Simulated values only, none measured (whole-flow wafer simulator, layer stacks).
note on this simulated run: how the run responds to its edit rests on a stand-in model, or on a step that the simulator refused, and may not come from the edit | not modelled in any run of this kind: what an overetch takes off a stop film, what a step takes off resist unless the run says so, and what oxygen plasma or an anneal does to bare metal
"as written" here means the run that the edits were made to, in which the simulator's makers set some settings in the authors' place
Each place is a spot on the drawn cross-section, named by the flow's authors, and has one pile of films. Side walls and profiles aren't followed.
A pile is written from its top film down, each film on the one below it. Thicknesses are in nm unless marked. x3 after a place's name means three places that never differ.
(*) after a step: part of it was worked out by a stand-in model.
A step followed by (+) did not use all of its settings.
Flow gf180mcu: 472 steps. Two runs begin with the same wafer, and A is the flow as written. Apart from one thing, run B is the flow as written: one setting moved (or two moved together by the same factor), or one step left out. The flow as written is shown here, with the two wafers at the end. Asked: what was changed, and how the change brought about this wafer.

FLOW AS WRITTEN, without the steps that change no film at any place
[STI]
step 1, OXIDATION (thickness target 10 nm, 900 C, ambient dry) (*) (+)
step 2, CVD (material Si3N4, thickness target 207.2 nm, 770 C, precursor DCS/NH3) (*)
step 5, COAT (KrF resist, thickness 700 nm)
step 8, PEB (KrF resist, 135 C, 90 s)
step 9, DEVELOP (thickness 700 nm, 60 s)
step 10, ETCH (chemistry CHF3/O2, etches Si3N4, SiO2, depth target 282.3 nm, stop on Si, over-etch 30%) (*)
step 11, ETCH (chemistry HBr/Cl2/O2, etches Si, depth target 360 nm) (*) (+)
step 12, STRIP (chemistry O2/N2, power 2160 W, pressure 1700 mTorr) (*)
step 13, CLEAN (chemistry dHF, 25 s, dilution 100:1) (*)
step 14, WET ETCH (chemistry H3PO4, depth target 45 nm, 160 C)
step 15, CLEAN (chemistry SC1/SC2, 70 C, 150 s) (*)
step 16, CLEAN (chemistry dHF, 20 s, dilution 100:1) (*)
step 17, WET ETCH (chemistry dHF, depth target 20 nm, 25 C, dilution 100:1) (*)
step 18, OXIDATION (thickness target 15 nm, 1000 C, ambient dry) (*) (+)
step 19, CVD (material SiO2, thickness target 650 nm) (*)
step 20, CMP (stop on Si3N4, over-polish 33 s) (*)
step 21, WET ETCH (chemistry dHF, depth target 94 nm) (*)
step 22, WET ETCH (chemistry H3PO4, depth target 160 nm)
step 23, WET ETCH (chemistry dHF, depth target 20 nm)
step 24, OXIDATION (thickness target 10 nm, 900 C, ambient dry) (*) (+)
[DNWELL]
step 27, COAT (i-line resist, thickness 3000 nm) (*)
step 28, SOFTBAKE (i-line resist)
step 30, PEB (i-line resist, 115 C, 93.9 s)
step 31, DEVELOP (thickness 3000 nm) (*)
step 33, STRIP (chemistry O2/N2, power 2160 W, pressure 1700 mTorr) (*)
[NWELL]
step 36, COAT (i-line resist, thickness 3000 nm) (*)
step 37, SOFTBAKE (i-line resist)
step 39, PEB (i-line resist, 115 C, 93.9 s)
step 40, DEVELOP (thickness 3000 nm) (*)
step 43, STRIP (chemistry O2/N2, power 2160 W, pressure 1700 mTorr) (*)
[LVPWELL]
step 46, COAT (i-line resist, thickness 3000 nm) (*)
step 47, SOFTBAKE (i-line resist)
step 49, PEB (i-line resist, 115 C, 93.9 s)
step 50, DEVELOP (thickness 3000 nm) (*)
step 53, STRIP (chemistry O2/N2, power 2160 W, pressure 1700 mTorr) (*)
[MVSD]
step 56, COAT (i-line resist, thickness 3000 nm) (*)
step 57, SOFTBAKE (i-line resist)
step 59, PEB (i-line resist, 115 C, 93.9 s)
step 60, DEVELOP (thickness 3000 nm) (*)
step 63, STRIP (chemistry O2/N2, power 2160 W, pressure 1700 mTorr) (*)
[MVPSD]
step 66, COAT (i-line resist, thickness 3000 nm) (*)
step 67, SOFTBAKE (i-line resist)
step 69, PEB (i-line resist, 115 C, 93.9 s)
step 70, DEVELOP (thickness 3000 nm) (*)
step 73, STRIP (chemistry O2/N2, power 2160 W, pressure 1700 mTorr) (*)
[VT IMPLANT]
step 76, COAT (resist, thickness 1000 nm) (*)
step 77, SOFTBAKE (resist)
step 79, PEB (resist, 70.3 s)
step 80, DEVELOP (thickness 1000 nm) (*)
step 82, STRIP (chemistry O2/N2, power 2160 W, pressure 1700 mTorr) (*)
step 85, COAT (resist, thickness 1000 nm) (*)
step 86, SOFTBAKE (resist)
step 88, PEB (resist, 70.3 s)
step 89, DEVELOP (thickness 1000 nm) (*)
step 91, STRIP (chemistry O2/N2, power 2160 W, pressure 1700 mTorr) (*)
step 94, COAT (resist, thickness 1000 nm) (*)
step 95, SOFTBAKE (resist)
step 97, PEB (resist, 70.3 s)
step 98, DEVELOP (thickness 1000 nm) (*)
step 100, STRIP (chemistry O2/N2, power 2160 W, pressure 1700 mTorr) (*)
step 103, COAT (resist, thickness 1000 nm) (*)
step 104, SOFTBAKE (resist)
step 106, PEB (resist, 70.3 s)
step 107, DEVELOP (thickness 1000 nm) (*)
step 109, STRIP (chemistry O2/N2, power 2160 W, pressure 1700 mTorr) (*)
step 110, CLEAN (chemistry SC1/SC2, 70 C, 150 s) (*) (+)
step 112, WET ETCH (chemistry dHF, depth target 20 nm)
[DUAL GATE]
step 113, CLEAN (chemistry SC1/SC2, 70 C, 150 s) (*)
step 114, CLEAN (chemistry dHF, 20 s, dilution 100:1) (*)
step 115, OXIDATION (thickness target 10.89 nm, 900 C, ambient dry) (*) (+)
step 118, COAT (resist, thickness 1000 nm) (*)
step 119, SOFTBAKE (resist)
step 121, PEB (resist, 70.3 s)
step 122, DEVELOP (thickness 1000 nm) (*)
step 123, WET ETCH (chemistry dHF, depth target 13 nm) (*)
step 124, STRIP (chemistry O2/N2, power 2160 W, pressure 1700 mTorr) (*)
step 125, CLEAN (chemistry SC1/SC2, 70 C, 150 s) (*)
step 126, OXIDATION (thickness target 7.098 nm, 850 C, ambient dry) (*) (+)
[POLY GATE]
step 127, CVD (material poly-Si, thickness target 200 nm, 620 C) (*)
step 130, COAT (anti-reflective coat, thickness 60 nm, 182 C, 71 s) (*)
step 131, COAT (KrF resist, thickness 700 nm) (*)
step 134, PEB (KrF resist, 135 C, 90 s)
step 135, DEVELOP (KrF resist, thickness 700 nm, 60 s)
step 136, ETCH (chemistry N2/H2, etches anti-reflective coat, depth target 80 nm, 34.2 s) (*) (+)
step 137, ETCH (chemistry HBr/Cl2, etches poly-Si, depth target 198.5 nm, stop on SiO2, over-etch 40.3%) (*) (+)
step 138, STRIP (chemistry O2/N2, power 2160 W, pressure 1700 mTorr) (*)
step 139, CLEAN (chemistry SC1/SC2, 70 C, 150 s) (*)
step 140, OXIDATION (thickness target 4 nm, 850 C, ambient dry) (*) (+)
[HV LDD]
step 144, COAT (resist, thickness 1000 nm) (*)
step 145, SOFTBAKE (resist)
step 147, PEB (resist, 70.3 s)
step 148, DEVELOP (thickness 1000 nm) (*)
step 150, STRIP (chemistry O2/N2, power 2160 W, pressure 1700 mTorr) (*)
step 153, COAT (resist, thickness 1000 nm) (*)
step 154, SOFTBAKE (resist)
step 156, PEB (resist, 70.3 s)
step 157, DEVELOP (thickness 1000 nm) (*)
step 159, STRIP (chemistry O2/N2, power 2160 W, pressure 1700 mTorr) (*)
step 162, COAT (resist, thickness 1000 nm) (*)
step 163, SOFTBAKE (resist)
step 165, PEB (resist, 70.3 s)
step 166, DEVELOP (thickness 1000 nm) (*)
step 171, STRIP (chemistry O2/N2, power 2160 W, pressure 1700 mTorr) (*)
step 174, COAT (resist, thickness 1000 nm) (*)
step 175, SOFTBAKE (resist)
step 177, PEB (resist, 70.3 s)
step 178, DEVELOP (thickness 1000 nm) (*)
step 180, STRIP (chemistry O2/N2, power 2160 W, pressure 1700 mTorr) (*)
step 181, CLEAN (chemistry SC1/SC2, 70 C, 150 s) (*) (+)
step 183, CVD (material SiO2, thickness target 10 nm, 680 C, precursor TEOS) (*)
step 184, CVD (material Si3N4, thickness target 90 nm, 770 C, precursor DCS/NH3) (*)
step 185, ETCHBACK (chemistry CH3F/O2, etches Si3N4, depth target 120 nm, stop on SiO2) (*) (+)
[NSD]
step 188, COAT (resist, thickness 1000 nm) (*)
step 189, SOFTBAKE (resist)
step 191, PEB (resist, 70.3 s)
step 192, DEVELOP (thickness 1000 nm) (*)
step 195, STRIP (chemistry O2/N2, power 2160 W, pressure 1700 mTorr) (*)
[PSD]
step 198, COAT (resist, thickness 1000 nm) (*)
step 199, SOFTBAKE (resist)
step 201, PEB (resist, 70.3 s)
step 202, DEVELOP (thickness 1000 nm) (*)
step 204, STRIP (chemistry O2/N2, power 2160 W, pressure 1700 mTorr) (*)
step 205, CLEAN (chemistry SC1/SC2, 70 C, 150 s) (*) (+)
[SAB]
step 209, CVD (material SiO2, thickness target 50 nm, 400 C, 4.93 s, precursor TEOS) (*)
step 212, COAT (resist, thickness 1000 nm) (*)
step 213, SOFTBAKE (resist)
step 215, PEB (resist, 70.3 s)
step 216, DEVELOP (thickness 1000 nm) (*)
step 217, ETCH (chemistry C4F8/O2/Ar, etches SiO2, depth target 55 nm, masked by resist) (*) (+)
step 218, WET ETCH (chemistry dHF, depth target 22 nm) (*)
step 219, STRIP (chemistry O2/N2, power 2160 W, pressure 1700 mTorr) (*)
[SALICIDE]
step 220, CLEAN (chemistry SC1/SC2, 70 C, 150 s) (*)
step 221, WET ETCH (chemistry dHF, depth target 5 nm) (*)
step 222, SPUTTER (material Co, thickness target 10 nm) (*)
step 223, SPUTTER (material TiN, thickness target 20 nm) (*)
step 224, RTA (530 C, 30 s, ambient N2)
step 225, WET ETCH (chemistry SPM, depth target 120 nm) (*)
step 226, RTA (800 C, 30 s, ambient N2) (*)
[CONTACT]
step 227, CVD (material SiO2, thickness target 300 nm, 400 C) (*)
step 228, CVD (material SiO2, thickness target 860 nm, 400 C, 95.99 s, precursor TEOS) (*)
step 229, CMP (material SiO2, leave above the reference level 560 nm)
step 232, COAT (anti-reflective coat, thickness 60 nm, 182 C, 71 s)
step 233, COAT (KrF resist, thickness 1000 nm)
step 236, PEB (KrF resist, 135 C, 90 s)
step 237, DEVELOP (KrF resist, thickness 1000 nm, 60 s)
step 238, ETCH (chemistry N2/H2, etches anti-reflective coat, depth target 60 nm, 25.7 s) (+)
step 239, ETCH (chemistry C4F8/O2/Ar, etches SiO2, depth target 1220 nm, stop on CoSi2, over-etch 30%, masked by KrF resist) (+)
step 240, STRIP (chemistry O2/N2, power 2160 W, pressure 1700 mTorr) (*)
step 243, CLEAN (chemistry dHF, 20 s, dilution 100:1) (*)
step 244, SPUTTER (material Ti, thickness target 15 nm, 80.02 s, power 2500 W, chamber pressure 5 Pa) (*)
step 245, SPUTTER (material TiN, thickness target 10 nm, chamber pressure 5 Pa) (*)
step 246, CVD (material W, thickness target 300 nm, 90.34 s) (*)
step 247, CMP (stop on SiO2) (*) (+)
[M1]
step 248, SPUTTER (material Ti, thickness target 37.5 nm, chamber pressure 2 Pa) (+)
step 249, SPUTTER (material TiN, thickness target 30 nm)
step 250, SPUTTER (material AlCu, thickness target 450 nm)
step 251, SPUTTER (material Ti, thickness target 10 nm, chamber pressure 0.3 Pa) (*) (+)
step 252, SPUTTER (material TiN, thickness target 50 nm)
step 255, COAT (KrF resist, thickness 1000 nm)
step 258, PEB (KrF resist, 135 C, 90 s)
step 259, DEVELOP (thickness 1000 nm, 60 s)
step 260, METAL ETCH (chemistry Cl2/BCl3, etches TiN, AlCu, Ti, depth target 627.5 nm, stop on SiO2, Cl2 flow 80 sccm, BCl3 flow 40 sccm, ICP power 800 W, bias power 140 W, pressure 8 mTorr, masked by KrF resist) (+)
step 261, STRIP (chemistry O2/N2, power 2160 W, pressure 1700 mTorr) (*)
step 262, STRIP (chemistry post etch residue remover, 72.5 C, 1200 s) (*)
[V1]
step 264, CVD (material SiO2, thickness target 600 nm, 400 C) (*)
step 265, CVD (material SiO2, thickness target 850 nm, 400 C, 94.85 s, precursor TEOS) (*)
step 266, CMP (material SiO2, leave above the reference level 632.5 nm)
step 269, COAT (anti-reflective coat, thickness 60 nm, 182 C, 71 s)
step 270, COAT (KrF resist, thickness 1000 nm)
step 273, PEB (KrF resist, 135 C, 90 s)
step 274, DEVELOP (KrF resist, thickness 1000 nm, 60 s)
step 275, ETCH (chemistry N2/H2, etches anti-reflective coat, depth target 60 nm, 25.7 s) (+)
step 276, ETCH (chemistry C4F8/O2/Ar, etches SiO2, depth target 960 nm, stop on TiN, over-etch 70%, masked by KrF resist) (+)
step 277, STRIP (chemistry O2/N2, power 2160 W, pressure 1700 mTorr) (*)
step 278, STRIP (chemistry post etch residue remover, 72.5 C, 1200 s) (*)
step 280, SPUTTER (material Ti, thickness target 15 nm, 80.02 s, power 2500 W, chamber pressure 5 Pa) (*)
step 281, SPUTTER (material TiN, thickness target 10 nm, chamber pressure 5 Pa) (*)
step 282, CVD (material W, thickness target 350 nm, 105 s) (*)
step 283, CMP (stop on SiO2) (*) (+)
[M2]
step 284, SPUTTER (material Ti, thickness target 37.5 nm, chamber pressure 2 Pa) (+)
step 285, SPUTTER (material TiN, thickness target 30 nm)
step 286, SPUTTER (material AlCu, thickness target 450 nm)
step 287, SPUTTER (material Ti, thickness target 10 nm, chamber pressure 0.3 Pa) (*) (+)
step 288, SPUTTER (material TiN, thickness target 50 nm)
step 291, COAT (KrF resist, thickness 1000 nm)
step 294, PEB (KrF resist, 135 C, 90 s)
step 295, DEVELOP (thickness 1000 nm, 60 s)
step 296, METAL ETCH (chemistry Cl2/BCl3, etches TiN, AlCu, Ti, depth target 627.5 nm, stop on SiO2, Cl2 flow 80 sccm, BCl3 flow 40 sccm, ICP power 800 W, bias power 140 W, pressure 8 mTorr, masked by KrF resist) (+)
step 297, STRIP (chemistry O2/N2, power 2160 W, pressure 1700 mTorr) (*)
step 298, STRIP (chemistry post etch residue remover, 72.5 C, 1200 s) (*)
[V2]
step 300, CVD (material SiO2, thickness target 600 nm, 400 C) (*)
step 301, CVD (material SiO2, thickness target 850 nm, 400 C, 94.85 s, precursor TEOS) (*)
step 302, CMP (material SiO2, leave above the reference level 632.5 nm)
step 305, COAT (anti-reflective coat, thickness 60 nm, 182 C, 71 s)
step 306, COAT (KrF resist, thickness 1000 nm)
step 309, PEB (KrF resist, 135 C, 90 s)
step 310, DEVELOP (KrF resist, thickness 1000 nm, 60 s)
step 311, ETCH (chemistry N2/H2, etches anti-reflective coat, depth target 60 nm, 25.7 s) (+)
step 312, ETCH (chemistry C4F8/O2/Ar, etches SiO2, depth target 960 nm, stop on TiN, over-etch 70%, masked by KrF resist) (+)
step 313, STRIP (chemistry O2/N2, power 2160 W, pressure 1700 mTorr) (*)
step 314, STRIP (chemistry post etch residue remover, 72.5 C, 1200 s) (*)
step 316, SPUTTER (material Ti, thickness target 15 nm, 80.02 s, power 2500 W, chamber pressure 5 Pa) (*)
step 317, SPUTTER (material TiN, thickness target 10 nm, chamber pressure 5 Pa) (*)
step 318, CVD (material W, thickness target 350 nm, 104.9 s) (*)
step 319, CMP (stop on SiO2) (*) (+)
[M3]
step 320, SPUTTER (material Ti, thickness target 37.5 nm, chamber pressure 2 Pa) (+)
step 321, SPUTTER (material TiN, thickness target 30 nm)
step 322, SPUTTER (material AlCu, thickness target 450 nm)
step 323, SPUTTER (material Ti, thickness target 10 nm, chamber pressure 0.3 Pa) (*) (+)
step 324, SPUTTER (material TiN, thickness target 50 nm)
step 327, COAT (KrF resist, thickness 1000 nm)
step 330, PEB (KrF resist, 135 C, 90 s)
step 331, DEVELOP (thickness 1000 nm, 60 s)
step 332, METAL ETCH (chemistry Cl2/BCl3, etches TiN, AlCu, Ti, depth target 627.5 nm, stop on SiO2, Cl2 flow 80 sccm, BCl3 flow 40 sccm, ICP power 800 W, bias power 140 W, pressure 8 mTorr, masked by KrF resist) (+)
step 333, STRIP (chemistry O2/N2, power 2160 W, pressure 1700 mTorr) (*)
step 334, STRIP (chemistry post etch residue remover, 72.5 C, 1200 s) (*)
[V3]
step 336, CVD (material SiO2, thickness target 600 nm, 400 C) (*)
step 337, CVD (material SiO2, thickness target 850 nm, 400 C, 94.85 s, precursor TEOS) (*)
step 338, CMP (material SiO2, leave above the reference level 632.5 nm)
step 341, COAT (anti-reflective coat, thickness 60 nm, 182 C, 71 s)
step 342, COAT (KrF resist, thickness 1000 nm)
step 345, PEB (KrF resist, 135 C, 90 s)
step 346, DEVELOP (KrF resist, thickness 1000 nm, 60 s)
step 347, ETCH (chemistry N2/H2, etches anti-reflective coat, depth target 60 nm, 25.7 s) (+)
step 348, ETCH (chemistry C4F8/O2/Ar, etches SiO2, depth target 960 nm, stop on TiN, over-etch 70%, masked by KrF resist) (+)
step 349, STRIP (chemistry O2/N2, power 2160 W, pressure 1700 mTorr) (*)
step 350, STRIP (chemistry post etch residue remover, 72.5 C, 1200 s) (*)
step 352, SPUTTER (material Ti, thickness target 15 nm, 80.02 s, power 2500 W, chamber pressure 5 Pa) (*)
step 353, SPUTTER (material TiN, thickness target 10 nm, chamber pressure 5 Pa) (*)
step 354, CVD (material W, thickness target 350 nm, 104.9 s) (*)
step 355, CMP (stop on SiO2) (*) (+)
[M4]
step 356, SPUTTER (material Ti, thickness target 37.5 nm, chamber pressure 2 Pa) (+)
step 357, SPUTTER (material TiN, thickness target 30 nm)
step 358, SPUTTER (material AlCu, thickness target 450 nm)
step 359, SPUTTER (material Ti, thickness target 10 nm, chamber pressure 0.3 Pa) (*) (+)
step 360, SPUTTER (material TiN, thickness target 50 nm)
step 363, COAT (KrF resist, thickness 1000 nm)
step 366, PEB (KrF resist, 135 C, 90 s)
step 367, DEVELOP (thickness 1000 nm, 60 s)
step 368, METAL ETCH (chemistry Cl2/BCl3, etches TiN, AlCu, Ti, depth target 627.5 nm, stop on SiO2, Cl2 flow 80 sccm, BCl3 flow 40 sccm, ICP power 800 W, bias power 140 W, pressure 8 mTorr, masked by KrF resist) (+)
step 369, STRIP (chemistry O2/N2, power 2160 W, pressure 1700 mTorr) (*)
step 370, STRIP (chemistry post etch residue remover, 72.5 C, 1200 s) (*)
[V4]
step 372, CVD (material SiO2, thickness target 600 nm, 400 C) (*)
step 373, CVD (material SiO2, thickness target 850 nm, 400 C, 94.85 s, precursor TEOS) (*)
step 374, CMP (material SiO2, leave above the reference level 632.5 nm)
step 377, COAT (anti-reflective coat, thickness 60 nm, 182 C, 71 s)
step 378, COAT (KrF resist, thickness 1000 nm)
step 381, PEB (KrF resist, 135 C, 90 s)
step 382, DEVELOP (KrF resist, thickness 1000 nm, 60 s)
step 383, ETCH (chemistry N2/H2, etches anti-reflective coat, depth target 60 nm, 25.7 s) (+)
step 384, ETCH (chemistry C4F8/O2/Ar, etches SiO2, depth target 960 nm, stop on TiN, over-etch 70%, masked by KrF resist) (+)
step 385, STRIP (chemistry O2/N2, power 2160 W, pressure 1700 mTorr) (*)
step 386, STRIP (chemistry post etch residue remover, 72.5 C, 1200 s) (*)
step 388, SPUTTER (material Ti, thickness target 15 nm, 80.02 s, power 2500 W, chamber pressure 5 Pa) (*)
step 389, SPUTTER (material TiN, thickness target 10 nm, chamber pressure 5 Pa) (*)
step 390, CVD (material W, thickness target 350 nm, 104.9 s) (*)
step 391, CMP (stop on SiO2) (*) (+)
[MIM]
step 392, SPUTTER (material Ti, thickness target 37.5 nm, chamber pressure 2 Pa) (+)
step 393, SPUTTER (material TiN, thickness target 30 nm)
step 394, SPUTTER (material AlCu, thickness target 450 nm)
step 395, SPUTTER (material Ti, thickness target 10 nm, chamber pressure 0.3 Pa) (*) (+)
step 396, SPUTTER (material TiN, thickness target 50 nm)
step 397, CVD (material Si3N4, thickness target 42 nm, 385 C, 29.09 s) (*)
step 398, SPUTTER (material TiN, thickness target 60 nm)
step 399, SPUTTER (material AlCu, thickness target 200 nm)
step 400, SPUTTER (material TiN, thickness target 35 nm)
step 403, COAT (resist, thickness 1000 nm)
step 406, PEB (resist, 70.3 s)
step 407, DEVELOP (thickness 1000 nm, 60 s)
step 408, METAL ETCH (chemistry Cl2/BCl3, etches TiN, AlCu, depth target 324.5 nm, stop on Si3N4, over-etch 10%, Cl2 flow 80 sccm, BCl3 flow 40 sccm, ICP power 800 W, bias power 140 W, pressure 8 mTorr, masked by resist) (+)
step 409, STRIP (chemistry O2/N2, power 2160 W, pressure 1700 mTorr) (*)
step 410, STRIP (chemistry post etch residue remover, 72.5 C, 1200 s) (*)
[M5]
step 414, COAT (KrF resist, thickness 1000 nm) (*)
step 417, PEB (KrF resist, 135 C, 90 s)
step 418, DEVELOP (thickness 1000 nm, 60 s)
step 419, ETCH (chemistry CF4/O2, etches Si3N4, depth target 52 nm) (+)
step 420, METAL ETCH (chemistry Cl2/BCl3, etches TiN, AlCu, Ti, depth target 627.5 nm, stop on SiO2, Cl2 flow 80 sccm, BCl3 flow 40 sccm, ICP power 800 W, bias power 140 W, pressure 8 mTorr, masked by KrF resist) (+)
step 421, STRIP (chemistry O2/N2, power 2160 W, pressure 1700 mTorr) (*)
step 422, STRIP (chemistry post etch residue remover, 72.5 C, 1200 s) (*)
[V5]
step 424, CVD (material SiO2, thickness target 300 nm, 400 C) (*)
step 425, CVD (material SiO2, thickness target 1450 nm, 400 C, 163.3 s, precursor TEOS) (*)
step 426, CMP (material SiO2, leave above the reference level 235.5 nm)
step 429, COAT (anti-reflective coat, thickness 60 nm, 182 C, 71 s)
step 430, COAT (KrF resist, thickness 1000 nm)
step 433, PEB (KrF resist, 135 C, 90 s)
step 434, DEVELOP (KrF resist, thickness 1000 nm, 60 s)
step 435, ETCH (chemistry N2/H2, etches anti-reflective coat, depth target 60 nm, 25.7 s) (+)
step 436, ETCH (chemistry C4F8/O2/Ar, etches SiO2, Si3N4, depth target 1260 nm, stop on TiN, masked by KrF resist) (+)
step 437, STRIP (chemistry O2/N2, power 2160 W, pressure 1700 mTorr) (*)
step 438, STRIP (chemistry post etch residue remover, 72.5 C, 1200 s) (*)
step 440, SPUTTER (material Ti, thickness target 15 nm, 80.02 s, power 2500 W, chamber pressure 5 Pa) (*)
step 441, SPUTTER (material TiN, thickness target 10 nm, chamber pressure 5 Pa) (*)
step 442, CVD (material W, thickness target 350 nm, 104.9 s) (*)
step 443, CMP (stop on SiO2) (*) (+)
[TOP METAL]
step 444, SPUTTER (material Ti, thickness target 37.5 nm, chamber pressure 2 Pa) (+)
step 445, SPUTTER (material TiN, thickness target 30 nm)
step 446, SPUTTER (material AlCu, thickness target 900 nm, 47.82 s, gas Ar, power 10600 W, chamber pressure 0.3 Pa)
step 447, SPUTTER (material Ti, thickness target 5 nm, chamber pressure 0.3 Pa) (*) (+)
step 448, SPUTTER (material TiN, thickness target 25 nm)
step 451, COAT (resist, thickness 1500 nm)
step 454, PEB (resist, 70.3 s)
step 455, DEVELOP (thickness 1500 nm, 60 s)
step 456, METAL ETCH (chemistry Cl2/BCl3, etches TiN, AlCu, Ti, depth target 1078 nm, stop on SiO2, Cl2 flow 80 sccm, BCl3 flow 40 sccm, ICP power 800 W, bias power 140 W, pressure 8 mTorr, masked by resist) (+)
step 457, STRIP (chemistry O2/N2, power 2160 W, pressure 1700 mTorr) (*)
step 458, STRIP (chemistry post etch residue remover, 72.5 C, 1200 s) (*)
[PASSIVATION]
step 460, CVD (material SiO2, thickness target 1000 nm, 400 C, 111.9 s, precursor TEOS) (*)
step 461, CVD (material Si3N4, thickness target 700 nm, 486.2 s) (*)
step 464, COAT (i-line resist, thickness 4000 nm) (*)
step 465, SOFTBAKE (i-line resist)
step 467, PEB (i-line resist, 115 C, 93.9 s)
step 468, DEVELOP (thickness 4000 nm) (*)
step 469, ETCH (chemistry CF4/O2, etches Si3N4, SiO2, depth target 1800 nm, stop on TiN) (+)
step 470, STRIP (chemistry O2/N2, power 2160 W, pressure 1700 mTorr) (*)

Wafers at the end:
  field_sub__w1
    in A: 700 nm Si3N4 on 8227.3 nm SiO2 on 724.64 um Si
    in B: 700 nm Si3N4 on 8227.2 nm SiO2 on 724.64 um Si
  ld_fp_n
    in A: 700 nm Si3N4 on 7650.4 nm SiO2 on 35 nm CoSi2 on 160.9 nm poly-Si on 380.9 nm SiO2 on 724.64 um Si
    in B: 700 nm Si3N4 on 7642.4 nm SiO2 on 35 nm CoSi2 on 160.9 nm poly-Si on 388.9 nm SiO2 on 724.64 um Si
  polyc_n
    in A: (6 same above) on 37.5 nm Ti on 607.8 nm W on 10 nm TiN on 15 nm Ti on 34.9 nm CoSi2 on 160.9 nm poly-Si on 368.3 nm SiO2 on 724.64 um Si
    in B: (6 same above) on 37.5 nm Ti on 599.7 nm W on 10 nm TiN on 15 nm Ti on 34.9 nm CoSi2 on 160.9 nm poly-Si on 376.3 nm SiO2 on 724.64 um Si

Cause: step 23, WET ETCH: depth target 13.8 nm was run, whereas the flow has depth target 20 nm.

The path from the change to this, step by step:
  step 23, WET ETCH (chemistry dHF, depth target 20 nm)
      field, field_sub, sti and 34 more: A SiO2 loses 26 | B SiO2 loses 17.9
  step 28, SOFTBAKE (i-line resist)
      field: A i-line resist gains 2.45 | B i-line resist gains 3.04
      gate_hv: A i-line resist gains 2.73 | B i-line resist gains 3.32
      (as well as at 28 more places)
  step 37, SOFTBAKE (i-line resist)
      field: A i-line resist gains 2.45 | B i-line resist gains 3.04
      gate_hv: A i-line resist gains 2.73 | B i-line resist gains 3.32
      (as well as at 28 more places)
  step 47, SOFTBAKE (i-line resist)
      field: A i-line resist gains 2.45 | B i-line resist gains 3.04
      gate_hv: A i-line resist gains 2.73 | B i-line resist gains 3.32
      (as well as at 28 more places)
  step 57, SOFTBAKE (i-line resist)
      field: A i-line resist gains 2.45 | B i-line resist gains 3.04
      gate_hv: A i-line resist gains 2.73 | B i-line resist gains 3.32
      (as well as at 28 more places)
  step 67, SOFTBAKE (i-line resist)
      field: A i-line resist gains 2.45 | B i-line resist gains 3.04
      gate_hv: A i-line resist gains 2.73 | B i-line resist gains 3.32
      (as well as at 28 more places)
  step 130, COAT (anti-reflective coat, thickness 60 nm, 182 C, 71 s) (*)
      p_well, spacer, sd_n: A anti-reflective coat gains 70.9 (new film) | B anti-reflective coat gains 78.6 (new film)
      ldn_acc, ldp_acc: A anti-reflective coat gains 66.9 (new film) | B anti-reflective coat gains 69.9 (new film)
      (as well as at 66 more places)
  step 136, ETCH (chemistry N2/H2, etches anti-reflective coat, depth target 80 nm, 34.2 s) (*) (+)
      p_well, spacer, sd_n: A anti-reflective coat loses 70.9 (all of it), poly-Si loses 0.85 | B anti-reflective coat loses 78.6 (all of it), poly-Si loses 0.65
      field: A anti-reflective coat loses 61.5 (all of it), poly-Si loses 1.09 | B anti-reflective coat loses 58.9 (all of it), poly-Si loses 1.16
      (as well as at 47 more places)
  step 138, STRIP (chemistry O2/N2, power 2160 W, pressure 1700 mTorr) (*)
      gate: A chemical SiO2 gains 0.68 (new film), KrF resist loses 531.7 (all of it), anti-reflective coat loses 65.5 (all of it), poly-Si loses 0.3 | B chemical SiO2 gains 0.68 (new film), KrF resist loses 532 (all of it), anti-reflective coat loses 69 (all of it), poly-Si loses 0.3
      gate_hv: A chemical SiO2 gains 0.68 (new film), KrF resist loses 528.4 (all of it), anti-reflective coat loses 61 (all of it), poly-Si loses 0.3 | B chemical SiO2 gains 0.68 (new film), KrF resist loses 530 (all of it), anti-reflective coat loses 62.3 (all of it), poly-Si loses 0.3
      (as well as at 18 more places)
  step 189, SOFTBAKE (resist)
      active_hv: A resist gains 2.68 | B resist loses 0.44
      active_nat: A resist gains 5.49 | B resist gains 9.29
  step 199, SOFTBAKE (resist)
      active_hv: A resist gains 2.68 | B resist loses 0.44
      active_nat: A resist gains 5.49 | B resist gains 9.29
  step 218, WET ETCH (chemistry dHF, depth target 22 nm) (*)
      active: A SiO2 loses 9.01 (all of it) | B SiO2 loses 8.08 (all of it)
  step 226, RTA (800 C, 30 s, ambient N2) (*)
      ld_sd_n: A CoSi2 gains 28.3 (new film), CoSi loses 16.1 (all of it), Si loses 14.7 | B CoSi2 gains 27.7 (new film), CoSi loses 15.8 (all of it), Si loses 14.4
  step 229, CMP (material SiO2, leave above the reference level 560 nm)
      ldn_sep__w1, ldn_sep__w2, ldn_dft and 8 more: A SiO2 loses 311 | B SiO2 loses 319
      sti, mim_1p0, pad, dice_street, iso_nw_fld, iso_fld_sub: A SiO2 loses 296.8 | B SiO2 loses 304.9
      (as well as at 40 more places)
